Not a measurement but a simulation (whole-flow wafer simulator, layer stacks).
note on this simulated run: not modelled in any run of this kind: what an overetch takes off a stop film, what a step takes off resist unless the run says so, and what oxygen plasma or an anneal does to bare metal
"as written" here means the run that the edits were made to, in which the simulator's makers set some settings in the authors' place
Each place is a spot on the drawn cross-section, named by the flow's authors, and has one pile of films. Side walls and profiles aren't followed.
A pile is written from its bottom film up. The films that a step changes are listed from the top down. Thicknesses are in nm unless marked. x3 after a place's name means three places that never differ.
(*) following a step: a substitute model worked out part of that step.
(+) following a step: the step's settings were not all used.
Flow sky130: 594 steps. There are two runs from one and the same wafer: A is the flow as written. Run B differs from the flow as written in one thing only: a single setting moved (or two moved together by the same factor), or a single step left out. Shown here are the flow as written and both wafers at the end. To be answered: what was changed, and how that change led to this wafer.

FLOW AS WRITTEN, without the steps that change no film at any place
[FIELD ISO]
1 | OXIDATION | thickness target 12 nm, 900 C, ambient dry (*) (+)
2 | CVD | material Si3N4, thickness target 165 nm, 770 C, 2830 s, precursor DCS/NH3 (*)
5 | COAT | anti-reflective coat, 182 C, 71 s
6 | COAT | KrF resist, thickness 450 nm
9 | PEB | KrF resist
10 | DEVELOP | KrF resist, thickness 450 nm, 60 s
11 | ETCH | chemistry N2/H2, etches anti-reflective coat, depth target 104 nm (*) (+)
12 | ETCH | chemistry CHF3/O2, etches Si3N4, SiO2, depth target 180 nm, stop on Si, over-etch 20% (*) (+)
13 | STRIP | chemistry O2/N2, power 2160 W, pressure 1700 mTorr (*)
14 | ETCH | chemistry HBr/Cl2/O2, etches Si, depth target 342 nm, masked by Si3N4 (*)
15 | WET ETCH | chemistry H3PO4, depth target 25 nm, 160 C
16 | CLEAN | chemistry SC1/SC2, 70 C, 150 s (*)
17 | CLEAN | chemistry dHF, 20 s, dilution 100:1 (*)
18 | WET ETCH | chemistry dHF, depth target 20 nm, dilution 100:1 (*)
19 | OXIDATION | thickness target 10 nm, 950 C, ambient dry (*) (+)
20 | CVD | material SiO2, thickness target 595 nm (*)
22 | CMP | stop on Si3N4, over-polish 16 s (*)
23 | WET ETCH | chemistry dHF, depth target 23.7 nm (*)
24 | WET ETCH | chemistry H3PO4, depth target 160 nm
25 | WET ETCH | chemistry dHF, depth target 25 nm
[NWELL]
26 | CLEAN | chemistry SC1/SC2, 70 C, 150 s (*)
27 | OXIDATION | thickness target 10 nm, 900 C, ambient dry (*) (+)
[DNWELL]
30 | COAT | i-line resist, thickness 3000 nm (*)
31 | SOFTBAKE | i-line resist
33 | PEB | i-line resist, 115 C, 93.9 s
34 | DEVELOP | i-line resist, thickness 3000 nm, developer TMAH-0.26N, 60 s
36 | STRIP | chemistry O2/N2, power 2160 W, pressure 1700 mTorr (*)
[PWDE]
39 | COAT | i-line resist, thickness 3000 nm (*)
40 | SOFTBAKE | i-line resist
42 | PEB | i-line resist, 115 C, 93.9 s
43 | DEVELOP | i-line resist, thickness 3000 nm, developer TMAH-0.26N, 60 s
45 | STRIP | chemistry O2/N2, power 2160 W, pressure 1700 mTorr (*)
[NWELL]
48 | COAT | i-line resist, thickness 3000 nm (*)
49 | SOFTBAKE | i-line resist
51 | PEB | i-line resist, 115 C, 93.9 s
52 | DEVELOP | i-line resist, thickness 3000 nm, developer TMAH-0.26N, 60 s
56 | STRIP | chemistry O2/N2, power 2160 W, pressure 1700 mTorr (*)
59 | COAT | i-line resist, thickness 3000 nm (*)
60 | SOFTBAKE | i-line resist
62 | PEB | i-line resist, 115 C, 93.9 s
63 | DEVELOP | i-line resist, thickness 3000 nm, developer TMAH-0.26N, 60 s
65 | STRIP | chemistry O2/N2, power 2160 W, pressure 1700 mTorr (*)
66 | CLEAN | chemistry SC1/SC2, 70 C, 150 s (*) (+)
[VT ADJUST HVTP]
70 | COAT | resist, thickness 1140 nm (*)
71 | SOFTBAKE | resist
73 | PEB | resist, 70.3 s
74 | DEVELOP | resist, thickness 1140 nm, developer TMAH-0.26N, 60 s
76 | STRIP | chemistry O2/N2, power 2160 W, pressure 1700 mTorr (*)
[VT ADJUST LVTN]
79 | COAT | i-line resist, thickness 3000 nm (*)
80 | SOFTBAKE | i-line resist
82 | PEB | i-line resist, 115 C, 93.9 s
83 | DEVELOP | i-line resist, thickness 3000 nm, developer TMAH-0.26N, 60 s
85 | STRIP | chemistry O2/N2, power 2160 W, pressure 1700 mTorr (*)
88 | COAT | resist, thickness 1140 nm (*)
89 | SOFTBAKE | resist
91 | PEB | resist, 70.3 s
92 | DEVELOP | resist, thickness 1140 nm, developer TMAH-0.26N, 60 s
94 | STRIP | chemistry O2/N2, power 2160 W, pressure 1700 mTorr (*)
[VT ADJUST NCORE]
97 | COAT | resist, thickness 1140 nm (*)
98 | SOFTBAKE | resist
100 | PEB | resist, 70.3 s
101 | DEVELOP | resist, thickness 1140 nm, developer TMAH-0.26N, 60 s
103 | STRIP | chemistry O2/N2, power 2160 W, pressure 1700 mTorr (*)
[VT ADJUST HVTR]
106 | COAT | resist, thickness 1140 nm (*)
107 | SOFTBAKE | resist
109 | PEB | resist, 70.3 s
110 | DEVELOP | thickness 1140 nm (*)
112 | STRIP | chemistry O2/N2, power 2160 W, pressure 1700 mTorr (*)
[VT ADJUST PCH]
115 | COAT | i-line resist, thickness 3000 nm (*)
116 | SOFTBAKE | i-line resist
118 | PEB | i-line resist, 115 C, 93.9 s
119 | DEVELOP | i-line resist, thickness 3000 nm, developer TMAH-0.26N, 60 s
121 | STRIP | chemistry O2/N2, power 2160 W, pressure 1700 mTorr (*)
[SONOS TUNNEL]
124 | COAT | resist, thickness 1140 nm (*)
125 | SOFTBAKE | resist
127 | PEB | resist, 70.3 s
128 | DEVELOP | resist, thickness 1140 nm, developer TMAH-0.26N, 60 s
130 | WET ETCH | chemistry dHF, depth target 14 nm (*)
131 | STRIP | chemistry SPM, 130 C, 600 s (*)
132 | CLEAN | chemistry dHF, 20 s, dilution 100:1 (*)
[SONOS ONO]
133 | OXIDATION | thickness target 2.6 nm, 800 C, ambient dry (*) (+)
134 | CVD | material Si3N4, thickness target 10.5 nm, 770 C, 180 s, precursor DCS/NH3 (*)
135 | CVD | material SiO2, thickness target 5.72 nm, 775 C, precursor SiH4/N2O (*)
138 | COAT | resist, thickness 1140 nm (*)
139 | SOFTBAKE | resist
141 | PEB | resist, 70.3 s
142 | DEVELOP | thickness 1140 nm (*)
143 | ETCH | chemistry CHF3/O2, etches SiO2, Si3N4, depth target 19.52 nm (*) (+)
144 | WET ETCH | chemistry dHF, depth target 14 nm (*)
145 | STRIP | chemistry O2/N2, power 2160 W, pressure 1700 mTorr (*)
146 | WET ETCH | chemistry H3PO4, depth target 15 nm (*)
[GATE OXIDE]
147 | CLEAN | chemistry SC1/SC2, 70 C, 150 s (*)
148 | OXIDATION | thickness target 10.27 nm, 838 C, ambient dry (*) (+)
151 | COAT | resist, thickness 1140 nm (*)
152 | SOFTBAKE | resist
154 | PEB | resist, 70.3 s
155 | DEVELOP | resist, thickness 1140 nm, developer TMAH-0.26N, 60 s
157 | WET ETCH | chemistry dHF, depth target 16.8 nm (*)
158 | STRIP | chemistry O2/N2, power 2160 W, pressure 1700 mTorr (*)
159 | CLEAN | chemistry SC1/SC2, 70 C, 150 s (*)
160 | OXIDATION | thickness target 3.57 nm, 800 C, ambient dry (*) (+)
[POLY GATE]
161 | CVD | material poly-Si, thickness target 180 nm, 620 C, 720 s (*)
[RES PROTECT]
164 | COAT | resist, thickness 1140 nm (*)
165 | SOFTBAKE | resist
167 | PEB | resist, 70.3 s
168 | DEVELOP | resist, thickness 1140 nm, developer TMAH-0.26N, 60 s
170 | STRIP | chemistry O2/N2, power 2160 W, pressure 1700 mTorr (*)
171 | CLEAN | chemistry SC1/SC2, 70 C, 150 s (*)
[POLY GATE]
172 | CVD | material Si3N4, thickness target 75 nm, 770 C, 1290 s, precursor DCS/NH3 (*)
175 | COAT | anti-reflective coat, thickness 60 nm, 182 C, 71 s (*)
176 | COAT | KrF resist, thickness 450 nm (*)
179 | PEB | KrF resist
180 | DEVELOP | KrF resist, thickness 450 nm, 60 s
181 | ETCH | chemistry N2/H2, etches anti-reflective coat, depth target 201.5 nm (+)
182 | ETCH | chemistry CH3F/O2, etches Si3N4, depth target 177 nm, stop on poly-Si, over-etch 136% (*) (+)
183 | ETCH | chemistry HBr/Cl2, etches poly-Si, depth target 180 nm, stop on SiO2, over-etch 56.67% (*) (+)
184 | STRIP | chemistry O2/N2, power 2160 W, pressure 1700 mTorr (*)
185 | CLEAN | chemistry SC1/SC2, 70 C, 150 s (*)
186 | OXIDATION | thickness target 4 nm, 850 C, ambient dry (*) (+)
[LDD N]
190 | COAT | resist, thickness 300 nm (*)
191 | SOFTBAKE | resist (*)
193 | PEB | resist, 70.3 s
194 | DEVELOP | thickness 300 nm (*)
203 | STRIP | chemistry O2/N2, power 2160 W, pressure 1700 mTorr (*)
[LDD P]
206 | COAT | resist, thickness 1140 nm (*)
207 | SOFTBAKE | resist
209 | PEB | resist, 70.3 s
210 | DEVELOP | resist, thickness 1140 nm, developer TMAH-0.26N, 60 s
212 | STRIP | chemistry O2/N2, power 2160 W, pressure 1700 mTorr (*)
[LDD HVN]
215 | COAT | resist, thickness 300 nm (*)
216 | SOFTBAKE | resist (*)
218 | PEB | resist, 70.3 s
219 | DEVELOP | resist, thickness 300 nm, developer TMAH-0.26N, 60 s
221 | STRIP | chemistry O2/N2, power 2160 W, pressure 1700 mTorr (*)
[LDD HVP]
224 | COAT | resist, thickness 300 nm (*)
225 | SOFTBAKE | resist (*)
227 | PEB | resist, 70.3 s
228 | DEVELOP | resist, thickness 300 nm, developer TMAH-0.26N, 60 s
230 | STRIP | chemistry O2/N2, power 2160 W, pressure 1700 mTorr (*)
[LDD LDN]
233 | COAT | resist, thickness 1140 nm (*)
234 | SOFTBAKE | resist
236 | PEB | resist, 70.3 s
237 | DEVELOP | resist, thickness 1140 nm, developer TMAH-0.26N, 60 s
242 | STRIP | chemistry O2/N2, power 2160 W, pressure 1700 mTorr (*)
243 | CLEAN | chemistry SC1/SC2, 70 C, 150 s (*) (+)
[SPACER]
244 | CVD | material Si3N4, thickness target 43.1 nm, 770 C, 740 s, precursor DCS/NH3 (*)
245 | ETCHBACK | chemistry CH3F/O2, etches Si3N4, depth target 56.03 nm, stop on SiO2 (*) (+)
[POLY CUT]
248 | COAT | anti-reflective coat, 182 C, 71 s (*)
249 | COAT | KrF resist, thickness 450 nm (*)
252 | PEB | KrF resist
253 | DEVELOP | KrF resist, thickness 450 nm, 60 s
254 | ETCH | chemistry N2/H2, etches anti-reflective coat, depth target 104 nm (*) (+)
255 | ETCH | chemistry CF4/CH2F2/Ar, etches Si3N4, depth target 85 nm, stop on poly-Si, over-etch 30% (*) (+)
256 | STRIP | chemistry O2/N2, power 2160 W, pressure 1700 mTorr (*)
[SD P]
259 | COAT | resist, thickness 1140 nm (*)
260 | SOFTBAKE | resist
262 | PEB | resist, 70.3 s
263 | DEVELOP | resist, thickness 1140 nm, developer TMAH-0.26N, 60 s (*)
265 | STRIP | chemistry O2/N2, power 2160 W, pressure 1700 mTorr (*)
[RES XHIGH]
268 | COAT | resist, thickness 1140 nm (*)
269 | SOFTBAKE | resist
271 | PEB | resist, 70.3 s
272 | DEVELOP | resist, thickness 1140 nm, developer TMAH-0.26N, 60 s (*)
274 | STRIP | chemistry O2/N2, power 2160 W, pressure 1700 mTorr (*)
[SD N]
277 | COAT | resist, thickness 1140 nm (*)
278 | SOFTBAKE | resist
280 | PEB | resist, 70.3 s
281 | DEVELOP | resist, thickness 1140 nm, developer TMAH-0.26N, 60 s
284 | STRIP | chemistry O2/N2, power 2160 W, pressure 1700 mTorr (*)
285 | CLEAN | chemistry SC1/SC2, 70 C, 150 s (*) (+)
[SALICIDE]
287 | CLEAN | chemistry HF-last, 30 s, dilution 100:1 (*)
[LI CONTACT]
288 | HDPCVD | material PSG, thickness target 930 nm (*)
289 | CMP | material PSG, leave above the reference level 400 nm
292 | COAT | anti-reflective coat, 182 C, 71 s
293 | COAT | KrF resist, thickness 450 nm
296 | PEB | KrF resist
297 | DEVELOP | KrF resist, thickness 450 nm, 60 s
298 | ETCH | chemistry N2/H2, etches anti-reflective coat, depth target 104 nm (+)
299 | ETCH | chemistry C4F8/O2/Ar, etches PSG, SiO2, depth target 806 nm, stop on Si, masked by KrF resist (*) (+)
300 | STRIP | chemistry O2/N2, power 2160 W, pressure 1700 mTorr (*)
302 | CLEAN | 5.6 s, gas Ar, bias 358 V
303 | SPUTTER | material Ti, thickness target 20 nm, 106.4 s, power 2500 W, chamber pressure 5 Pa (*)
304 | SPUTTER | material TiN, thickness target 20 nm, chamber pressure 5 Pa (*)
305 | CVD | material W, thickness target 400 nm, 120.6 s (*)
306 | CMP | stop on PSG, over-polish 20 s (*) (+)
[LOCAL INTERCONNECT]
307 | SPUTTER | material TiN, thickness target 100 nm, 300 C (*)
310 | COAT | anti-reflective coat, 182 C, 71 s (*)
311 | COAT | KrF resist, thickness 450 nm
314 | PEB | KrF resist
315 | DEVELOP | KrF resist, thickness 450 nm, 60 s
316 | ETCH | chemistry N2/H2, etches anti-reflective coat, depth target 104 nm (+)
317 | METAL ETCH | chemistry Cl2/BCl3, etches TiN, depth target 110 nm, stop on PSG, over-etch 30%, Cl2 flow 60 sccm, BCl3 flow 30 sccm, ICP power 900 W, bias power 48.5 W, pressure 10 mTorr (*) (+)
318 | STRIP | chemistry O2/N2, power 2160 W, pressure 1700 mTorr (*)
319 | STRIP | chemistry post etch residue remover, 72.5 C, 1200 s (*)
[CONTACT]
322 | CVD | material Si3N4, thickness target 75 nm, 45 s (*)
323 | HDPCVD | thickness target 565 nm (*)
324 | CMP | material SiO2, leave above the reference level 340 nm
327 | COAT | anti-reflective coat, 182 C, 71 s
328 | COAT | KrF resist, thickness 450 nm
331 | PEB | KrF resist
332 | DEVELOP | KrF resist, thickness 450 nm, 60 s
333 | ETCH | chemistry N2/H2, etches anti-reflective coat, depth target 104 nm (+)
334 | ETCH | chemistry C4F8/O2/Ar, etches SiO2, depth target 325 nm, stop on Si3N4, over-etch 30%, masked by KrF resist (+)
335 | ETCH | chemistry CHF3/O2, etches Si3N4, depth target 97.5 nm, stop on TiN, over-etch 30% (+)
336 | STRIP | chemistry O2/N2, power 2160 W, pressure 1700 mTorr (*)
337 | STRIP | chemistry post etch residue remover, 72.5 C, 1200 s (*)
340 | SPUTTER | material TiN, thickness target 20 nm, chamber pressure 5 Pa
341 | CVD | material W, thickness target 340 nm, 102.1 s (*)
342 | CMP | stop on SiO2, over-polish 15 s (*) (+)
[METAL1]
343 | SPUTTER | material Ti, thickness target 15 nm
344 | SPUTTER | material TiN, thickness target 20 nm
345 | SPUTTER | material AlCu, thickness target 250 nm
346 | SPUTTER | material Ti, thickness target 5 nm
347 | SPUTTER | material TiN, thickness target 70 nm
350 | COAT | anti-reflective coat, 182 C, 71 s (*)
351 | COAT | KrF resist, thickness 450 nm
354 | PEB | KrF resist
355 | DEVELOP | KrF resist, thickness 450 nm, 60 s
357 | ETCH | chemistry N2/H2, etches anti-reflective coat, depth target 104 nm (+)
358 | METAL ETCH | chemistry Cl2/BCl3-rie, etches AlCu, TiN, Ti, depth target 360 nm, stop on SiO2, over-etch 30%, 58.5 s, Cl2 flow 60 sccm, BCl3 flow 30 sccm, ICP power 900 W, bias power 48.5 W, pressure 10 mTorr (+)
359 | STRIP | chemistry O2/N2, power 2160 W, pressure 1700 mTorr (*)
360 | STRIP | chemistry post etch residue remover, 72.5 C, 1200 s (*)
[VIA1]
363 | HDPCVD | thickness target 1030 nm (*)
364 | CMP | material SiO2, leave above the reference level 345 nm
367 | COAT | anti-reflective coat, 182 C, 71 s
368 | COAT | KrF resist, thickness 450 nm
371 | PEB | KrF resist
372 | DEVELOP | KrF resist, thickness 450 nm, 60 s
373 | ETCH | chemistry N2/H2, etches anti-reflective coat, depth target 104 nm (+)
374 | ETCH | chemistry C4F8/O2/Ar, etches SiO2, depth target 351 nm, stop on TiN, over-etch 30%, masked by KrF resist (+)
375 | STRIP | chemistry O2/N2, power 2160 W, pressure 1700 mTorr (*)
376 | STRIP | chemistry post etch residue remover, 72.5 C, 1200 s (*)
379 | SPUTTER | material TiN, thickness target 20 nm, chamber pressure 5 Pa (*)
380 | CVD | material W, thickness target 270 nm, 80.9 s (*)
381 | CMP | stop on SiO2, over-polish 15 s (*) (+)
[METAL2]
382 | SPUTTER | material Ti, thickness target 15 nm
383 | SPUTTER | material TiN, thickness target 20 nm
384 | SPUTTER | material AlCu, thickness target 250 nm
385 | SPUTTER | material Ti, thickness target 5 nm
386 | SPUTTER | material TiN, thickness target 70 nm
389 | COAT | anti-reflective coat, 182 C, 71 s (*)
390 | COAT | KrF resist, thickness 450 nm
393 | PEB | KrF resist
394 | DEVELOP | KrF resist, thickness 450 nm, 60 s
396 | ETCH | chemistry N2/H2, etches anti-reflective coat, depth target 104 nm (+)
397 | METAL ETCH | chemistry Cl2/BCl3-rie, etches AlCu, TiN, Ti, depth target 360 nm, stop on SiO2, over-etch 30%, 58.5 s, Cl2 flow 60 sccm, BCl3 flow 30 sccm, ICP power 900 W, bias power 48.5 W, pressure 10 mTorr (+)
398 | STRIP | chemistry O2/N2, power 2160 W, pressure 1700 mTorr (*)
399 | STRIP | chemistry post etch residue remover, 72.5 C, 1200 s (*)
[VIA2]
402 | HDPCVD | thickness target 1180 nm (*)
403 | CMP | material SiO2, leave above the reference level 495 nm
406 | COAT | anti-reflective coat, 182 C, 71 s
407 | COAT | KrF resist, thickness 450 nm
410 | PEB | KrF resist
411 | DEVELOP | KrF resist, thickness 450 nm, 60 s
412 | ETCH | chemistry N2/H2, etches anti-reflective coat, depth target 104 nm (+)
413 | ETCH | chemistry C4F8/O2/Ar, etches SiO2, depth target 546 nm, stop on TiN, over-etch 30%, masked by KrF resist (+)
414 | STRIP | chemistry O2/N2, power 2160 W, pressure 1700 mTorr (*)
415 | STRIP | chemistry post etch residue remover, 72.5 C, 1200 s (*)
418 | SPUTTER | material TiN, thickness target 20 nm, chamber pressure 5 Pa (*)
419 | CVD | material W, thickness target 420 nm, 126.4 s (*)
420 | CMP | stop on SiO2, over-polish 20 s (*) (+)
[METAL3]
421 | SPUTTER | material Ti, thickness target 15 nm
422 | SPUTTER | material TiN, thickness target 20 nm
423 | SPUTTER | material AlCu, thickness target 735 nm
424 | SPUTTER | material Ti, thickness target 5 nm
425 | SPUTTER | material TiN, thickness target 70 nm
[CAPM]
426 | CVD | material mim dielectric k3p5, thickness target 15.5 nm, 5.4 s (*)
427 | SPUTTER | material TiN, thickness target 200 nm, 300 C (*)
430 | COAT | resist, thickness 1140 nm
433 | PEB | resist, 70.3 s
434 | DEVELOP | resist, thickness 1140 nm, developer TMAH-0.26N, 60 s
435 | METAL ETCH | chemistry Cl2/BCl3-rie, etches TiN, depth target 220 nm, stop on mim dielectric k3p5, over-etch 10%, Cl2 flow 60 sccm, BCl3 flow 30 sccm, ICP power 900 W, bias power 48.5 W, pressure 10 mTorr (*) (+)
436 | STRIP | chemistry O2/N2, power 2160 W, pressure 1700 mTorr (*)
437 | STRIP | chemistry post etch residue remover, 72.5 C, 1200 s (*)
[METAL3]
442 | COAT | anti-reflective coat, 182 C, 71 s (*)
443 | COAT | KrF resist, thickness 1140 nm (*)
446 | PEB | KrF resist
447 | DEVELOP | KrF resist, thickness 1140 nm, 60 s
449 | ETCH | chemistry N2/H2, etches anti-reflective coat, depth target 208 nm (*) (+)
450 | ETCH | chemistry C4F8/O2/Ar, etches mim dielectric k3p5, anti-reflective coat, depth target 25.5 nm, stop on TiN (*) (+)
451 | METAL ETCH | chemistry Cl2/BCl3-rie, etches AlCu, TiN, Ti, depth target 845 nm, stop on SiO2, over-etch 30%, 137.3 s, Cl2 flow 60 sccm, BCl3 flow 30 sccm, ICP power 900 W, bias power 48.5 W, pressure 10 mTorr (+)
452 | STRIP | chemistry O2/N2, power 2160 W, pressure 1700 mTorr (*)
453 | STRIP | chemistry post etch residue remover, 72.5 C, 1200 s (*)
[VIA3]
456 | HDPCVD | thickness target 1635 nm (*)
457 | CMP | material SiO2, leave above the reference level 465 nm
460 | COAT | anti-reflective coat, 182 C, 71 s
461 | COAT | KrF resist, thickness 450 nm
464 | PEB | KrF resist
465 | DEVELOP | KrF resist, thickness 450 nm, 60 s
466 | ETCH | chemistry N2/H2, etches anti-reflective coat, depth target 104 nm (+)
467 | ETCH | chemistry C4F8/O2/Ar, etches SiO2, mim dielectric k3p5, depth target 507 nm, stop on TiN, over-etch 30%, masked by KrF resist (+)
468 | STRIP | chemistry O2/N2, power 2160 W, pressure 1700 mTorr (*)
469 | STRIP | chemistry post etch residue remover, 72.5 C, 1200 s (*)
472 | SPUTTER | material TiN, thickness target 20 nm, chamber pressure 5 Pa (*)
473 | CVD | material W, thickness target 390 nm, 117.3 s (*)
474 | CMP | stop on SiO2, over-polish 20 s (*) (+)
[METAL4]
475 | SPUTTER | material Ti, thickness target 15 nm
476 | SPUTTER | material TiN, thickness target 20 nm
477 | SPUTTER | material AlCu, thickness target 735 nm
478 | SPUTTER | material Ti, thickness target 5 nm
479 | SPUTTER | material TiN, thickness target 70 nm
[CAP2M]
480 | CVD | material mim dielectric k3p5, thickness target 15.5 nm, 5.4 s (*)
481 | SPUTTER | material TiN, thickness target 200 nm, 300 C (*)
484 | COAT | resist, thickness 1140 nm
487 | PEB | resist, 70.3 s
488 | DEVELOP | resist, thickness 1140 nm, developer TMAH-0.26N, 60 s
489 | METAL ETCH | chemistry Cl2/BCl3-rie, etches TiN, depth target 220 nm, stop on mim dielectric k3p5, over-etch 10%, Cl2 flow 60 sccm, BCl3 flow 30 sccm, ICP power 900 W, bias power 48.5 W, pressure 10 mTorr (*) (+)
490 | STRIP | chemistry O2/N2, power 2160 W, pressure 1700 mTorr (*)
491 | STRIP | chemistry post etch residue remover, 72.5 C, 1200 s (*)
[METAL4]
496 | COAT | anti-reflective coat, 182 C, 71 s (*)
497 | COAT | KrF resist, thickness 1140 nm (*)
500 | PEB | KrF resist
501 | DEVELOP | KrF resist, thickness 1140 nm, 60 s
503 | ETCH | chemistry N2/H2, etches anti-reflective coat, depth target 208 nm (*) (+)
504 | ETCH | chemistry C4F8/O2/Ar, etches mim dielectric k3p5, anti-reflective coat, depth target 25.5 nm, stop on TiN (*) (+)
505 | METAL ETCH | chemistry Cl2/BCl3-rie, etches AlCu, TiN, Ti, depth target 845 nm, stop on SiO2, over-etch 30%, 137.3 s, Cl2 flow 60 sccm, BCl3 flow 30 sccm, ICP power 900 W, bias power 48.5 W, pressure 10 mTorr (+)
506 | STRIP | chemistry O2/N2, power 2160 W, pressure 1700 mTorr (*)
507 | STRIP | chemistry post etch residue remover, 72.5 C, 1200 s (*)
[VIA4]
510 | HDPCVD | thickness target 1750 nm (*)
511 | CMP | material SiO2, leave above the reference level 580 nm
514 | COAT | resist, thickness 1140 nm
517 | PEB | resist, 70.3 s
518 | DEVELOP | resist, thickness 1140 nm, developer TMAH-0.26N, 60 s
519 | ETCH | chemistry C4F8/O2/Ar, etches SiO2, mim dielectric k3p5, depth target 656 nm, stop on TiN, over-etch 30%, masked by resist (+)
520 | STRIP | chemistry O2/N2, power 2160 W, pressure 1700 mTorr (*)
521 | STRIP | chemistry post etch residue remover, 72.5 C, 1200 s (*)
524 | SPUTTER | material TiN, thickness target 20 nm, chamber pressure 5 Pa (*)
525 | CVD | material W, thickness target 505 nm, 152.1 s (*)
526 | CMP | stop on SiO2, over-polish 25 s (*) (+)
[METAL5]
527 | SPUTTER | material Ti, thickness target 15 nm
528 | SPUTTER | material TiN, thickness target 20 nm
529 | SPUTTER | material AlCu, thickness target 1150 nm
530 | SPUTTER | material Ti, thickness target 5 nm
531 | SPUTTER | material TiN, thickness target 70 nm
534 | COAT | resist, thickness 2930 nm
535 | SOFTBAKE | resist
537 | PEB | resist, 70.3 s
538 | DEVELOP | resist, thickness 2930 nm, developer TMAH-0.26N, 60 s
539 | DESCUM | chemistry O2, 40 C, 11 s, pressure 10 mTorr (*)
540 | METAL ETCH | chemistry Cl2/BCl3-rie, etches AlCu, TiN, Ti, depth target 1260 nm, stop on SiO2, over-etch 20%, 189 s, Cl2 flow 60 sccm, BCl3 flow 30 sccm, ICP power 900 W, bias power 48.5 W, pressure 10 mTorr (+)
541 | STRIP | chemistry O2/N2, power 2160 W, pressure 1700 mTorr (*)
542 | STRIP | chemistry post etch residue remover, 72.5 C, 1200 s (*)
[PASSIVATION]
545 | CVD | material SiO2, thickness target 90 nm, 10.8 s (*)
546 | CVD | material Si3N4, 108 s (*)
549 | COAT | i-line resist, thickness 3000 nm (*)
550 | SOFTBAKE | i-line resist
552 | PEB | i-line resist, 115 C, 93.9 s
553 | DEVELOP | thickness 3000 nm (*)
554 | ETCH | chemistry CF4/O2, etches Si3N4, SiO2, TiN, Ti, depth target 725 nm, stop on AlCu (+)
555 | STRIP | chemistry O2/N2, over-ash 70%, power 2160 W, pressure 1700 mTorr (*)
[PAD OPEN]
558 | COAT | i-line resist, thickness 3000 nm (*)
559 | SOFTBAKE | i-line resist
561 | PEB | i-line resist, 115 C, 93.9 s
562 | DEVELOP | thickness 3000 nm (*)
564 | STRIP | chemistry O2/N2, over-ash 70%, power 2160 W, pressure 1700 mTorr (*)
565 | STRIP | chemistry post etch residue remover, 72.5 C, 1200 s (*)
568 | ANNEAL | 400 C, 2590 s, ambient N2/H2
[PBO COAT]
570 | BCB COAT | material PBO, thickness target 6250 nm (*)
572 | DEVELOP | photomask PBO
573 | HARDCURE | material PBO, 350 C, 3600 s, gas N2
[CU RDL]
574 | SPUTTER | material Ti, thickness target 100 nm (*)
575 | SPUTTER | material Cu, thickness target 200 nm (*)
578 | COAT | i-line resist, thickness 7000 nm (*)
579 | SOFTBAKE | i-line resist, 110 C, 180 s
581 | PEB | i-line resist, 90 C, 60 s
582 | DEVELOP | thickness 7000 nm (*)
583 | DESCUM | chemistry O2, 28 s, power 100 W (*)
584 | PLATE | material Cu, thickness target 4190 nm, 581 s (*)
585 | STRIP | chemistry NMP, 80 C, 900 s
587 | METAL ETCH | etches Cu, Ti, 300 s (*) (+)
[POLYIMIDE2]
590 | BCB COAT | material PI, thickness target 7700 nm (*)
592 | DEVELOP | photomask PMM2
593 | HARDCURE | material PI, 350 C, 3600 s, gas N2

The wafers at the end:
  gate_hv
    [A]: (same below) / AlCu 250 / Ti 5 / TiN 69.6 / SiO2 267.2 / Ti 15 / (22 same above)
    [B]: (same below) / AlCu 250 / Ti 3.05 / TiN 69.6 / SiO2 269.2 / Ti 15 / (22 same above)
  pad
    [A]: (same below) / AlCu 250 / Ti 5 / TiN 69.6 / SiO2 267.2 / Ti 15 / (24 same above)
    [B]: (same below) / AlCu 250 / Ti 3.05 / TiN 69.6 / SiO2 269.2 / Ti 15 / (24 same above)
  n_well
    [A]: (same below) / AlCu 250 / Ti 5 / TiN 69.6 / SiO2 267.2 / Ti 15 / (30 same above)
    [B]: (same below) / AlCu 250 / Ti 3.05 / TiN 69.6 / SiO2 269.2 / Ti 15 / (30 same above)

The reason: step 346, SPUTTER: thickness target 3.05 nm was run, though the flow has thickness target 5 nm.
One can read it off the wafer: gate_hv has Ti 3.05, and step 346 as written asks for 5 nm.

How this came from the change, step by step:
  346 | SPUTTER | material Ti, thickness target 5 nm
      field, active, n_well and 188 more: A Ti gains 5 (new film) | B Ti gains 3.05 (new film)
  358 | METAL ETCH | chemistry Cl2/BCl3-rie, etches AlCu, TiN, Ti, depth target 360 nm, stop on SiO2, over-etch 30%, 58.5 s, Cl2 flow 60 sccm, BCl3 flow 30 sccm, ICP power 900 W, bias power 48.5 W, pressure 10 mTorr (+)
      field, active, gate and 81 more: A TiN loses 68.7 (all of it), Ti loses 5 (all of it), AlCu loses 250 (all of it), TiN loses 20 (all of it), Ti loses 15 (all of it), SiO2 loses 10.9 | B TiN loses 68.7 (all of it), Ti loses 3.05 (all of it), AlCu loses 250 (all of it), TiN loses 20 (all of it), Ti loses 15 (all of it), SiO2 loses 11.1
